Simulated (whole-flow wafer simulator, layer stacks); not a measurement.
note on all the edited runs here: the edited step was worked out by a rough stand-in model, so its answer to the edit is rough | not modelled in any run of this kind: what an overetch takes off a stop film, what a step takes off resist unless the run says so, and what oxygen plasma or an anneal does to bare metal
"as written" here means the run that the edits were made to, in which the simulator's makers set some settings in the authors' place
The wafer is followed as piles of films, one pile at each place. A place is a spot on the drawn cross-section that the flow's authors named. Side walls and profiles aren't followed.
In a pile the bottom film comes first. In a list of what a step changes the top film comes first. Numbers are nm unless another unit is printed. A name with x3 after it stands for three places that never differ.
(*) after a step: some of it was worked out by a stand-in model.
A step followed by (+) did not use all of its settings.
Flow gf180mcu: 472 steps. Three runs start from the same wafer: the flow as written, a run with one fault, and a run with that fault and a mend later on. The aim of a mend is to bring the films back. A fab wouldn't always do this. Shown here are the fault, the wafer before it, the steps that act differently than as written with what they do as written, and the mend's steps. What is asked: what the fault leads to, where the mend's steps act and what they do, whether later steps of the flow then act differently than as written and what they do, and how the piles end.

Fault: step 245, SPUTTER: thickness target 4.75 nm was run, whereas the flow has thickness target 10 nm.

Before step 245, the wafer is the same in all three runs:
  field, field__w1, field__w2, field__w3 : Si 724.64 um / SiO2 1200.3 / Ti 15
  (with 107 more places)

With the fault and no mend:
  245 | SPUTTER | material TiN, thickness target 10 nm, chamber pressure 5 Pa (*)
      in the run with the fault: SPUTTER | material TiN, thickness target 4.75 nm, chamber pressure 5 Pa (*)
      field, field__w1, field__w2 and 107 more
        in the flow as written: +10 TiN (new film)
        in the run with the fault: +4.75 TiN (new film)
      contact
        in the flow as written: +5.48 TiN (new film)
        in the run with the fault: +2.61 TiN (new film)
  Later steps of the flow acting differently than as written (1 more step, not shown, differs only slightly: by at most 2% or 0.5 nm, whichever is larger):
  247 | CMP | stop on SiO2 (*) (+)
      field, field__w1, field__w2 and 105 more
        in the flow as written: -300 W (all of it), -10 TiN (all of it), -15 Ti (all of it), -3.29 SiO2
        in the run with the fault: -300 W (all of it), -4.75 TiN (all of it), -15 Ti (all of it), -3.24 SiO2
  By the end, the piles at contact, polyc_n, polyc_p depart from the flow's by more than 2% or 0.5 nm, whichever is larger.
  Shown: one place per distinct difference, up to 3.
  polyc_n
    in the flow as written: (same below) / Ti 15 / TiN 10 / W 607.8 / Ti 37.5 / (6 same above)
    in the run with the fault: (same below) / Ti 15 / TiN 4.75 / W 613.1 / Ti 37.5 / (6 same above)
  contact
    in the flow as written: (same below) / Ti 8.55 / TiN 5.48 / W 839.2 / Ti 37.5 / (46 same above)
    in the run with the fault: (same below) / Ti 8.55 / TiN 2.61 / W 842.1 / Ti 37.5 / (46 same above)

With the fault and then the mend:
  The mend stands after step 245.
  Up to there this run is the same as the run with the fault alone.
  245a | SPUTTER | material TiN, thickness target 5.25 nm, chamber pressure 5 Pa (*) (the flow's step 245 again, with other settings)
      field, field__w1, field__w2 and 107 more
        +5.25 TiN
      contact
        +2.87 TiN
  None of the later steps of the flow acts differently than as written at any place that is followed.
  At every place that both follow, the piles at the end match the flow's.
